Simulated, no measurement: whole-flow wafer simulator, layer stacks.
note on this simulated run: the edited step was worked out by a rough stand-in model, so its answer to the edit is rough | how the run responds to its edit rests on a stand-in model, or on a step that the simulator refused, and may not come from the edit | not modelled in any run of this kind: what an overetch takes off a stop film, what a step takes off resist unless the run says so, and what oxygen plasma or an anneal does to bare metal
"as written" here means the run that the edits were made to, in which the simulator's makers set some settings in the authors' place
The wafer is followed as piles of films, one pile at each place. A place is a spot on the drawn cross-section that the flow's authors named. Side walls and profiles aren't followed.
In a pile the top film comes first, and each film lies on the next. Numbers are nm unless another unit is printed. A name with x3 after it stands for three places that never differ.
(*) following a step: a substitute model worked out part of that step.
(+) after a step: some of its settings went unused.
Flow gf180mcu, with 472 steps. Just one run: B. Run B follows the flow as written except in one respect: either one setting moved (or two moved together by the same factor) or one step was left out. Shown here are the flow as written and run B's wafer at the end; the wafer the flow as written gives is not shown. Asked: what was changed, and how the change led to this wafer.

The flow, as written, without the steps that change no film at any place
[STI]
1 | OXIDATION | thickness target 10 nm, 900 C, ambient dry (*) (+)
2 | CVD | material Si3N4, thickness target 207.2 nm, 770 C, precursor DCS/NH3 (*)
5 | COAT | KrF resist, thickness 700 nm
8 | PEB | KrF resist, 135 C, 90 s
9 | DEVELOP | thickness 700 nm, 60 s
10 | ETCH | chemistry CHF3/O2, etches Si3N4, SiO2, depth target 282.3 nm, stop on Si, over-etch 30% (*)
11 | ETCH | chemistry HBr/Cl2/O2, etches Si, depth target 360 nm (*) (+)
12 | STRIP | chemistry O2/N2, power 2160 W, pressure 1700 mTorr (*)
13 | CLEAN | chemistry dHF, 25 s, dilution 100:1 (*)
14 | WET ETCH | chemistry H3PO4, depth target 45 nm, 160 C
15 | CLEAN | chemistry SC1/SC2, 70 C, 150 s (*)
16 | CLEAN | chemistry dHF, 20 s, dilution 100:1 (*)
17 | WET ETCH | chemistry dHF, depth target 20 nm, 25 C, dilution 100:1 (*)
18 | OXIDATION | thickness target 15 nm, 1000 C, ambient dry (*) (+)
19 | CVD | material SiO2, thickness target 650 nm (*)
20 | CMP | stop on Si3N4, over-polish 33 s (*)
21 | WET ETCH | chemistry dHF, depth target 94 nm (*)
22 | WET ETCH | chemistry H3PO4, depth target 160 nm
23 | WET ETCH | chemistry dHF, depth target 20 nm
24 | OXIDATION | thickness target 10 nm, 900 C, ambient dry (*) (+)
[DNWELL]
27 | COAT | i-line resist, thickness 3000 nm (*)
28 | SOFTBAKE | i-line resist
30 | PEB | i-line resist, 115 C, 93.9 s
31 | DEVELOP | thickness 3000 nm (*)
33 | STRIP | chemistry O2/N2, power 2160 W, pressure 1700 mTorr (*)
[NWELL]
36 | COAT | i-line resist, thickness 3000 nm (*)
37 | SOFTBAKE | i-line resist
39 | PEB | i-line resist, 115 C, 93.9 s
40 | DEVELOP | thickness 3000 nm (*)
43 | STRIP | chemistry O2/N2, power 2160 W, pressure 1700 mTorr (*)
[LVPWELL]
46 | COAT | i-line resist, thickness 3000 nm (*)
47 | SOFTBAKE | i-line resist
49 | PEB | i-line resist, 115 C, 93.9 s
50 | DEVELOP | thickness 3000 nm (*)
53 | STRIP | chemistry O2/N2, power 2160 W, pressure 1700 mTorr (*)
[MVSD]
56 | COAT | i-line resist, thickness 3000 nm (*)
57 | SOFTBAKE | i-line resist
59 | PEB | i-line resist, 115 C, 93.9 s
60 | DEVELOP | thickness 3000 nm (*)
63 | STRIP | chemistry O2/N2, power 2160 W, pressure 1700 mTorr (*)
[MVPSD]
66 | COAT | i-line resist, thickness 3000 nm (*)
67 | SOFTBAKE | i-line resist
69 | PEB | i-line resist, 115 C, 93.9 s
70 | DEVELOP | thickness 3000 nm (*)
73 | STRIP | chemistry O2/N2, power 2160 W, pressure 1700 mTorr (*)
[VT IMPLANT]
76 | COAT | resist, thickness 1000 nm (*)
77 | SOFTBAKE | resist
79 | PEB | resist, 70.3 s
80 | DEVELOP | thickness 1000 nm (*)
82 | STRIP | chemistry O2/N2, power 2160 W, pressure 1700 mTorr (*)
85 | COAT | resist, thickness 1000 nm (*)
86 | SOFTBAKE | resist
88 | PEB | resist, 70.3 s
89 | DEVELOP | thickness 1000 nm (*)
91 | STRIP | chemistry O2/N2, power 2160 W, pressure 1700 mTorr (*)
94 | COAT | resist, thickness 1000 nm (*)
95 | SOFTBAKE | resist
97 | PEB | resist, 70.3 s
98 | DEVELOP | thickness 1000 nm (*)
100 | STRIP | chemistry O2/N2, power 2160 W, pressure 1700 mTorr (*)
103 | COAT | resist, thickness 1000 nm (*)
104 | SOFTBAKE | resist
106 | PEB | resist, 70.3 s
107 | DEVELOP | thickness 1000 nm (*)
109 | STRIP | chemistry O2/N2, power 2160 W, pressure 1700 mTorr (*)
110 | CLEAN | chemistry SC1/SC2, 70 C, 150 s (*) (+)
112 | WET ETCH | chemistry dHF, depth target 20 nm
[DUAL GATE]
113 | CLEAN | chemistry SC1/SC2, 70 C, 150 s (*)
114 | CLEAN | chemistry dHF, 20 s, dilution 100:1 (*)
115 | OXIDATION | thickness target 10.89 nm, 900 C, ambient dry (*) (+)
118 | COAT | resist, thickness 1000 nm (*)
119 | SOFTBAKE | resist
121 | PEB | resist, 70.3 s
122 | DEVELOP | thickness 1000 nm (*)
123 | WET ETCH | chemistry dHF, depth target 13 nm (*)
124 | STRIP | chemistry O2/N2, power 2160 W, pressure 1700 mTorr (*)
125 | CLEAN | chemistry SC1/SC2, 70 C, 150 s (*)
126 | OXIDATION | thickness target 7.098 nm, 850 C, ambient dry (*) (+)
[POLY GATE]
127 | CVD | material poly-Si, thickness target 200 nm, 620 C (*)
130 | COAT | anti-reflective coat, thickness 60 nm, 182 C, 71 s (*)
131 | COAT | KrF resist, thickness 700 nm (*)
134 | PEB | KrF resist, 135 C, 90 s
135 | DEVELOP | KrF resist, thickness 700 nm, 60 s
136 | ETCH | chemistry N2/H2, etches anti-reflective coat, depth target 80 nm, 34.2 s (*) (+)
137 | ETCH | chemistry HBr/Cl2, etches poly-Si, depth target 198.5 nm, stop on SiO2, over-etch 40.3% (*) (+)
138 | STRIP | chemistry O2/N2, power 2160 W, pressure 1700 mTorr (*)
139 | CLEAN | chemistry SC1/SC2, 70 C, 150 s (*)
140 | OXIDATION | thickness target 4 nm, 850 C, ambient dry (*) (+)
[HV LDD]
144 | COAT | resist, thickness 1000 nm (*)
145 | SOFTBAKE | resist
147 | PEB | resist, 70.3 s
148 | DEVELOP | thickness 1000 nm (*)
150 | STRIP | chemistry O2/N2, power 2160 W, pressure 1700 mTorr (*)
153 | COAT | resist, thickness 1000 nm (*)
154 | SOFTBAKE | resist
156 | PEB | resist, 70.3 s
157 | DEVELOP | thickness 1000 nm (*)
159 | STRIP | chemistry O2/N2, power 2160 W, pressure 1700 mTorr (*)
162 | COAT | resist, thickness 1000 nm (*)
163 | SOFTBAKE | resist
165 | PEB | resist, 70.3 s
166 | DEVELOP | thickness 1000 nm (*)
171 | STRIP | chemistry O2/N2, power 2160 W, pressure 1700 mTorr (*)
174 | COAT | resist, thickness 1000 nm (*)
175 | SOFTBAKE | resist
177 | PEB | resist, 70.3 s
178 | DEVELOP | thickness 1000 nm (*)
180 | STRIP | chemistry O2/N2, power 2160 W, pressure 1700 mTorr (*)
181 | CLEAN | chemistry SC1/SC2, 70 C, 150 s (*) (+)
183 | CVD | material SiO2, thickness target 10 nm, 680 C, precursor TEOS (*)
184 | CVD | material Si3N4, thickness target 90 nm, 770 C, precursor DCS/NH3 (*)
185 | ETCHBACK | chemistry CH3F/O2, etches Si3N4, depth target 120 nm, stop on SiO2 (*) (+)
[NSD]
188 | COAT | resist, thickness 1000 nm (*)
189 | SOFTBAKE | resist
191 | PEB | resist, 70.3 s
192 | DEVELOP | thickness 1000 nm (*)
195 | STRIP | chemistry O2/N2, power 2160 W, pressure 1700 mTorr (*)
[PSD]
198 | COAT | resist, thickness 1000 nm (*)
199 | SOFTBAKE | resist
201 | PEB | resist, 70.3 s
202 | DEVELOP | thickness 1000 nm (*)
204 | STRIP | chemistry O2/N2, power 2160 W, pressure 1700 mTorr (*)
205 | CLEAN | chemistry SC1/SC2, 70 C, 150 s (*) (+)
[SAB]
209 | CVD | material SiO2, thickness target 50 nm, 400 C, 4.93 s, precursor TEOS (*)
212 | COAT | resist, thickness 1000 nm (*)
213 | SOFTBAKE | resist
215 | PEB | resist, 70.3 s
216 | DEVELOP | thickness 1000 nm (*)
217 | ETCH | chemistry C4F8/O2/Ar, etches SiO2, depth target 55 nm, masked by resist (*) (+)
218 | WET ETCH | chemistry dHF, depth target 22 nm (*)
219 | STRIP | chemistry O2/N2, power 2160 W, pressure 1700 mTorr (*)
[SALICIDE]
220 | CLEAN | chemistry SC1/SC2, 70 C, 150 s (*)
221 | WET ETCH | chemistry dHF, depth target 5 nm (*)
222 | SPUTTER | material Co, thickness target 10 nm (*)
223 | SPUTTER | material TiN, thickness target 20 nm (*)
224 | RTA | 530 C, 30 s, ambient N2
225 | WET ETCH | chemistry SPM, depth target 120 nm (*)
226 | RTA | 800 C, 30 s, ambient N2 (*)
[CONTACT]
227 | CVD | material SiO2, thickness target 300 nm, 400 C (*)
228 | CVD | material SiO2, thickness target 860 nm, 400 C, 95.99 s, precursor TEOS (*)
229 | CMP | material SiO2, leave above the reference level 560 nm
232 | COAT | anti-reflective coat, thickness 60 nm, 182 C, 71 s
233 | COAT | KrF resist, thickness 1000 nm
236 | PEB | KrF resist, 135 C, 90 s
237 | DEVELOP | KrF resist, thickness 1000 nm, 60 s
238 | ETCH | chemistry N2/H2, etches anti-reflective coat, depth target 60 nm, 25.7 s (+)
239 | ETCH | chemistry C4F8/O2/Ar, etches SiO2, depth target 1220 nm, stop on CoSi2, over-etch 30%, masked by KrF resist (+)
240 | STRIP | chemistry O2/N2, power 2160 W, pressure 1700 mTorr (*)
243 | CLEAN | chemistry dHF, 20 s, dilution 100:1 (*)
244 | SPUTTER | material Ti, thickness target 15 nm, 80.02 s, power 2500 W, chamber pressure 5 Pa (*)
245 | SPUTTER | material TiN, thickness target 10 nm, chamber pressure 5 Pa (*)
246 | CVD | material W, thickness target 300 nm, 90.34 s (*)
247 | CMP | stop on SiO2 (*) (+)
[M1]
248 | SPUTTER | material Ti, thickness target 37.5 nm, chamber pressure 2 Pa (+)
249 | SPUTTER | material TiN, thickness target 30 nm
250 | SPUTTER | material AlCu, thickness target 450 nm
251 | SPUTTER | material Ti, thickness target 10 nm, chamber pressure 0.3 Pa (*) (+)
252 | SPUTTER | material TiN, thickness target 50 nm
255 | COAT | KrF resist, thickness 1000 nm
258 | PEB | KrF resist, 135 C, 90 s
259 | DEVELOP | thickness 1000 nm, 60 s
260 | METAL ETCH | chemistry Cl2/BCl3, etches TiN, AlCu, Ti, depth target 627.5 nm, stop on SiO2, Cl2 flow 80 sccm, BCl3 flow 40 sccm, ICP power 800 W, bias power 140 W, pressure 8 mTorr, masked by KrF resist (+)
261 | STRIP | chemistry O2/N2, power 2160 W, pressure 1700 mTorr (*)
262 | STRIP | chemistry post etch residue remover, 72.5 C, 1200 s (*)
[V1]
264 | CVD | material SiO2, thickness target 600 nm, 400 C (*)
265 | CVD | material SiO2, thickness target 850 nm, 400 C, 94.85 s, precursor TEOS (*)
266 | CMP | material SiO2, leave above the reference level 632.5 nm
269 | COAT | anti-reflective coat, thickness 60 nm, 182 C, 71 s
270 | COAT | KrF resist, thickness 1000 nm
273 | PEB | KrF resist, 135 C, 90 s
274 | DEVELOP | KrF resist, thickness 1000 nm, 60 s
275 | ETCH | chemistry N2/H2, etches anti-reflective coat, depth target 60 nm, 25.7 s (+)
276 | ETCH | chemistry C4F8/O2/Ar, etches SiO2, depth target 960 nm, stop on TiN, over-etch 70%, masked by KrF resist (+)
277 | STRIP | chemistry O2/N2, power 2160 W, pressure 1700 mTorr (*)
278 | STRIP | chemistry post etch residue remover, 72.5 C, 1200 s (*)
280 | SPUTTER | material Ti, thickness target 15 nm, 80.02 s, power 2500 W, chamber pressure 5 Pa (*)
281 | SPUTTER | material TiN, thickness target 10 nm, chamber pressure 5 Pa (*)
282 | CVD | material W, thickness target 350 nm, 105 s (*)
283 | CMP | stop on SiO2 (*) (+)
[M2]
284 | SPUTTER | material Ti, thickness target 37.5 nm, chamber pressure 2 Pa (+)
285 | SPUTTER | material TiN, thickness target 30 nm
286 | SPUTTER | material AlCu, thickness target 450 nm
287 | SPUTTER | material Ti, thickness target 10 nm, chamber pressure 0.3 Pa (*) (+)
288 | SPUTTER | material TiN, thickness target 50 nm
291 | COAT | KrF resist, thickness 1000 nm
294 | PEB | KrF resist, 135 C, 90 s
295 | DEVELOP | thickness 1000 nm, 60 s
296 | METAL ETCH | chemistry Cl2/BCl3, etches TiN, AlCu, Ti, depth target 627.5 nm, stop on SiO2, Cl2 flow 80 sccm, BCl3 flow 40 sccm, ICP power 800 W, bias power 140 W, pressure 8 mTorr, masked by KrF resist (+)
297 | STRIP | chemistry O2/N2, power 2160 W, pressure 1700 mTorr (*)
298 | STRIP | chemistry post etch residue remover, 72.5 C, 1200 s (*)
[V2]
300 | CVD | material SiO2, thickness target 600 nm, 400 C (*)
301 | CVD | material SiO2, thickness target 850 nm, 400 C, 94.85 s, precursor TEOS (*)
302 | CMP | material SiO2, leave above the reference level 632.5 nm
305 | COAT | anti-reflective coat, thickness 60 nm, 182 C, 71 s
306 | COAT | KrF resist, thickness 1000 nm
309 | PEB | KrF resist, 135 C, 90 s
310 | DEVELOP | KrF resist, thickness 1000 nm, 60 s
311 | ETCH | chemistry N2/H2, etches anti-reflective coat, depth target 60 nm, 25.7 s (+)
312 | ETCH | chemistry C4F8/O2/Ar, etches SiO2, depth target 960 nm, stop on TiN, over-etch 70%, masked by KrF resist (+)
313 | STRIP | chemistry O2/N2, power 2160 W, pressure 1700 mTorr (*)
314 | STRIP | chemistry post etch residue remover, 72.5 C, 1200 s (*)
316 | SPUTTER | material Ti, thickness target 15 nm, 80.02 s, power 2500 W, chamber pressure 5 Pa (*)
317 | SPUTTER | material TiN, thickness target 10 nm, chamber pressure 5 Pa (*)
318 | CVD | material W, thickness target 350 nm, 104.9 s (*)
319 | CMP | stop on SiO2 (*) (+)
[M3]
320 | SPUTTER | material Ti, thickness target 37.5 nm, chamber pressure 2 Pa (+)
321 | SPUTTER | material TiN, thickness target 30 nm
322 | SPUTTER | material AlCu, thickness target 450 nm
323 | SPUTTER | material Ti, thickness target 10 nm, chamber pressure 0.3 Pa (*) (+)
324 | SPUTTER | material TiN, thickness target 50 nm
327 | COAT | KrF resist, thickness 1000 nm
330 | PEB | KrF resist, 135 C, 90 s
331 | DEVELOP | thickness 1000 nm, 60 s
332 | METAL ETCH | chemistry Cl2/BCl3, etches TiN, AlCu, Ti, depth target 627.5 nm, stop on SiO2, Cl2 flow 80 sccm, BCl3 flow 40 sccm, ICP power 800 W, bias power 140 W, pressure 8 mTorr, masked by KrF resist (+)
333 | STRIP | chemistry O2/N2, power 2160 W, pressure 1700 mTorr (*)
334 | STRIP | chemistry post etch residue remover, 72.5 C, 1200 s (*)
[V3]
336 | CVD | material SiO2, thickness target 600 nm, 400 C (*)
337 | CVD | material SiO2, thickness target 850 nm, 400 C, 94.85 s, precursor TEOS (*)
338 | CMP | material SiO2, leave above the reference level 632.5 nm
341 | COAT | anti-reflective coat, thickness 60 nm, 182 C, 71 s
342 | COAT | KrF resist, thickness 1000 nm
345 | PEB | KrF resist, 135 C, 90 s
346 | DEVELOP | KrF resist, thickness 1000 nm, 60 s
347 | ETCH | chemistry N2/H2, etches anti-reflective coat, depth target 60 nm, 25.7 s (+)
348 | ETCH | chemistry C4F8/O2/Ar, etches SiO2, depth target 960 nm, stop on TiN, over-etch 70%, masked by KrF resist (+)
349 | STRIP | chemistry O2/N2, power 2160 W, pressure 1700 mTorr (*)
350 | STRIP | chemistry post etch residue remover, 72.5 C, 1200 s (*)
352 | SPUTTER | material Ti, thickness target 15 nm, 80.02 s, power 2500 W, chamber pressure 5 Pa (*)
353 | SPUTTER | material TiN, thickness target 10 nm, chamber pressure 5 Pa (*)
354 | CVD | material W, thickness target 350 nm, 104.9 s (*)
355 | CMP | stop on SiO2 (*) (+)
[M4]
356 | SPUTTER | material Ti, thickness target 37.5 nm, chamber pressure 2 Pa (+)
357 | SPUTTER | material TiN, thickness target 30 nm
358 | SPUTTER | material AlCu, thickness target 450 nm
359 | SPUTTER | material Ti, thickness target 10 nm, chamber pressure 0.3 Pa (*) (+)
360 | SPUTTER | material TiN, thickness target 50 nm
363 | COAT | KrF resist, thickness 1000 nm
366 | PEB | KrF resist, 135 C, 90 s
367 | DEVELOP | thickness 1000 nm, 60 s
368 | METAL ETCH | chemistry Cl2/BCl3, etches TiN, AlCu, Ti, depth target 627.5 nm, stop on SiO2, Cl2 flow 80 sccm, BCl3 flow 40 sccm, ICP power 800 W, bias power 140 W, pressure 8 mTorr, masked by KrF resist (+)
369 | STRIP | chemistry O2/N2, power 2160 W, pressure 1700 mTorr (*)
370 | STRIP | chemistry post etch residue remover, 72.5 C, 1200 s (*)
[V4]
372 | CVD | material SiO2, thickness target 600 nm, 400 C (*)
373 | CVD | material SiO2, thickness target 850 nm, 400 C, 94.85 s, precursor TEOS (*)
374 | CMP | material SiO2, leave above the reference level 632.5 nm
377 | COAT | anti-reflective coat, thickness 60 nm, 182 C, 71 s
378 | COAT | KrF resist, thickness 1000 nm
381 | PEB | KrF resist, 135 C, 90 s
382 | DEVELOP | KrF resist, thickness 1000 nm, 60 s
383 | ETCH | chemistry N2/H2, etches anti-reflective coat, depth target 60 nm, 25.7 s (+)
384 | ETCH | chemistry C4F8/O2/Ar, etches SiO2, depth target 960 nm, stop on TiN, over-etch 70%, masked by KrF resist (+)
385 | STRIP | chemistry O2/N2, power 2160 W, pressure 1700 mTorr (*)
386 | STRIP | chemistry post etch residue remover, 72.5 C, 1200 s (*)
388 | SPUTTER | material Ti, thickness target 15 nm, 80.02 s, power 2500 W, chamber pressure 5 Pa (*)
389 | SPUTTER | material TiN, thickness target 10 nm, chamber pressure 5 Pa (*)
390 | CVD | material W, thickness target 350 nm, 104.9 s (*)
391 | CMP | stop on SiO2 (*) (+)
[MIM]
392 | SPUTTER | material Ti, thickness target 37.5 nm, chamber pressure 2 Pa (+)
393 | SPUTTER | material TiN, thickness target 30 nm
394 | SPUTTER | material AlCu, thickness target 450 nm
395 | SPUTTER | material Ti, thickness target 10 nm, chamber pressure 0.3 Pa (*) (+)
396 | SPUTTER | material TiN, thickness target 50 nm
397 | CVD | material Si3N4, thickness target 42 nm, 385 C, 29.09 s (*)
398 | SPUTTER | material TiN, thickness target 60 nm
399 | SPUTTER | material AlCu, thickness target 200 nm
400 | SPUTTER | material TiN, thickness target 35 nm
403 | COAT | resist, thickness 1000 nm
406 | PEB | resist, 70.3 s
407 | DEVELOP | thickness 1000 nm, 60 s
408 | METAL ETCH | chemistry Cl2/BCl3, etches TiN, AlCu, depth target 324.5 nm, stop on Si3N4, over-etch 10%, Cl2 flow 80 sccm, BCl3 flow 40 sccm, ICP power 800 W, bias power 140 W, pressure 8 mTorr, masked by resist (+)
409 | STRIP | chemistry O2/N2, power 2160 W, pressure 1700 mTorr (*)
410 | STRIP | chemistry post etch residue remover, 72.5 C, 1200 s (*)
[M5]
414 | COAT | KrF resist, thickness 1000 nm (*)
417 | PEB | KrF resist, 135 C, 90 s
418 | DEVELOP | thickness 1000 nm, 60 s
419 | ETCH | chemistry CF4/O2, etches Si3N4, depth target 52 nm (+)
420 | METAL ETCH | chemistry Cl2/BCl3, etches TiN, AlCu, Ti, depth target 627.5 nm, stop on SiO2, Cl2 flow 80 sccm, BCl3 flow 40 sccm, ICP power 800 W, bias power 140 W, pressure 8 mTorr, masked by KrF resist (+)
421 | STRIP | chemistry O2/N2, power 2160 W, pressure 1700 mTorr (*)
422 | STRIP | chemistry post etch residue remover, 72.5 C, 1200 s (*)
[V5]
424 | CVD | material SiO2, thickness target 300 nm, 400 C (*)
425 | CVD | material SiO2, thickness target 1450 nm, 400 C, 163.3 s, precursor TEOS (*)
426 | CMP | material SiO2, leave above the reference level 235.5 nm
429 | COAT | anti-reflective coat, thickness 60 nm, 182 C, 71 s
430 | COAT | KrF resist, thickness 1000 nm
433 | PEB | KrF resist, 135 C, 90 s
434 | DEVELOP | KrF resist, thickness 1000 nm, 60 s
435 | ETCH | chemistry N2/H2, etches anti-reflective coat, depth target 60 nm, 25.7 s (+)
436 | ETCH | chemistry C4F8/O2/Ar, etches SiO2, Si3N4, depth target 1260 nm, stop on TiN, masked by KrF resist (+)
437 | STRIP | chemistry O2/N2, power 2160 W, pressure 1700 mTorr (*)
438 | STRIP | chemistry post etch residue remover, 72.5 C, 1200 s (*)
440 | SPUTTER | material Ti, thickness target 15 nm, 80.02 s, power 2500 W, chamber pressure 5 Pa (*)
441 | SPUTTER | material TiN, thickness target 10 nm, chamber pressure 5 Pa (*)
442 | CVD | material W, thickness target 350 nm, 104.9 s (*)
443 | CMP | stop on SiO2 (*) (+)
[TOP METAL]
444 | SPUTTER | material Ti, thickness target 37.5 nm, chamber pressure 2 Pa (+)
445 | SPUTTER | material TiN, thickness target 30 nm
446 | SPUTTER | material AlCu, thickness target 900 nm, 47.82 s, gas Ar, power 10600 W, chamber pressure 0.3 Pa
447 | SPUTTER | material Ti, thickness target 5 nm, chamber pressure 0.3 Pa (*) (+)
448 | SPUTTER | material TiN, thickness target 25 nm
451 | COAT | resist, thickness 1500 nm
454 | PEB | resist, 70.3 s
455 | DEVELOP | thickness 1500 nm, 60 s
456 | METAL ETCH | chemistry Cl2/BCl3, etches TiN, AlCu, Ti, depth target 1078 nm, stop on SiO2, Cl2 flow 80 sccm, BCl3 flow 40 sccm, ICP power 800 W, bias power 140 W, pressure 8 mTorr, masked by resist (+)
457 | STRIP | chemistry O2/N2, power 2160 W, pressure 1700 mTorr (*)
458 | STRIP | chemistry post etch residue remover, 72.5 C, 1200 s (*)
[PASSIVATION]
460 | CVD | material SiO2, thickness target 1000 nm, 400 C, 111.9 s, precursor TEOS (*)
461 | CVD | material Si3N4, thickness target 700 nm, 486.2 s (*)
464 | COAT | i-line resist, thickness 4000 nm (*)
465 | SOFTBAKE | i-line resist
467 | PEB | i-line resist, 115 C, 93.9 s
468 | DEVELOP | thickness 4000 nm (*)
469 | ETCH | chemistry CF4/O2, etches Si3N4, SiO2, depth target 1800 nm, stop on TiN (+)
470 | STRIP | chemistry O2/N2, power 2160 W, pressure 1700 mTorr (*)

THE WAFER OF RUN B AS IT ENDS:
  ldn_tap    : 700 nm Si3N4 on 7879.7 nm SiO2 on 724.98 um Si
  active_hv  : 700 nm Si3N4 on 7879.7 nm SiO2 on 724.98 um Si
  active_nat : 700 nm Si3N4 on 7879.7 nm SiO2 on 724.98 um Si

Cause: step 217, ETCH: depth target 24.2 nm was run, while the flow as written has depth target 55 nm.

How this came from the change, step by step:
  217 | ETCH | chemistry C4F8/O2/Ar, etches SiO2, depth target 55 nm, masked by resist (*) (+)
      spacer: -24.2 SiO2 (as written it would have been: -50 SiO2 (all of it), -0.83 Si3N4)
      field, field__w1, field__w2 and 96 more: -24.2 SiO2 (as written it would have been: -55 SiO2)
      (also at 11 further places)
  218 | WET ETCH | chemistry dHF, depth target 22 nm (*)
      ldn_tap, ldn_src, ldn_drn, ldp_tap, ldp_src, ldp_drn, ldp_gr: -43 SiO2 (as written it would have been: -16 SiO2 (all of it))
      ld_drn_n, ld_sd_p: -42.1 SiO2 (as written it would have been: -14.8 SiO2 (all of it))
      (also at 91 further places)
  219 | STRIP | chemistry O2/N2, power 2160 W, pressure 1700 mTorr (*)
      active_hv, active_nat, ld_sd_n and 11 more: nothing (as written it would have been: +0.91 chemical SiO2 (new film), -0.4 Si)
  221 | WET ETCH | chemistry dHF, depth target 5 nm (*)
      active_hv, active_nat, ld_sd_n and 10 more: -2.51 SiO2 (as written it would have been: -0.76 chemical SiO2 (all of it))
      ld_drn_p: -2.31 SiO2 (all of it) (as written it would have been: -0.76 chemical SiO2 (all of it))
  223 | SPUTTER | material TiN, thickness target 20 nm (*)
      field__w12: +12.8 TiN (new film) (as written it would have been: +12 TiN (new film))
      ld_sd_n: +16.1 TiN (new film) (as written it would have been: +15.5 TiN (new film))
  224 | RTA | 530 C, 30 s, ambient N2
      ldn_tap, ldn_src, ldn_drn, ldp_tap, ldp_src, ldp_drn, ldp_gr: nothing (as written it would have been: under 1 film: +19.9 CoSi (new film), -10 Co (all of it), -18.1 Si)
      active_hv: nothing (as written it would have been: under 1 film: +19 CoSi (new film), -9.55 Co (all of it), -17.3 Si)
      (also at 5 further places)
  225 | WET ETCH | chemistry SPM, depth target 120 nm (*)
      ldn_tap, ldn_src, ldn_drn, ldp_tap, ldp_src, ldp_drn, ldp_gr: -20 TiN (all of it), -10 Co (all of it) (as written it would have been: -20 TiN (all of it))
      active_hv: -19 TiN (all of it), -9.55 Co (all of it) (as written it would have been: -19 TiN (all of it))
      (also at 6 further places)
  226 | RTA | 800 C, 30 s, ambient N2 (*)
      ldn_tap, ldn_src, ldn_drn, ldp_tap, ldp_src, ldp_drn, ldp_gr: nothing (as written it would have been: +35 CoSi2 (new film), -19.9 CoSi (all of it), -18.1 Si)
      active_hv: nothing (as written it would have been: +33.4 CoSi2 (new film), -19 CoSi (all of it), -17.3 Si)
      (also at 5 further places)
  227 | CVD | material SiO2, thickness target 300 nm, 400 C (*)
      active_hv, active_nat, ld_sd_n and 10 more: +300 SiO2 (as written it would have been: +300 SiO2 (new film))
  229 | CMP | material SiO2, leave above the reference level 560 nm
      ldn_sep__w1, ldn_sep__w2, ldn_dft and 8 more: -322.4 SiO2 (as written it would have been: -311 SiO2)
      sti, mim_1p0, pad, dice_street, iso_nw_fld, iso_fld_sub: -308.2 SiO2 (as written it would have been: -296.8 SiO2)
      (also at 34 further places)
If metal films that touch count as one body, ldn_tap has 0 bodies; the flow as written gives 1 body.
If metal films that touch count as one body, active_hv has 0 bodies; the flow as written gives 1 body.
If metal films that touch count as one body, active_nat has 0 bodies; the flow as written gives 1 body.
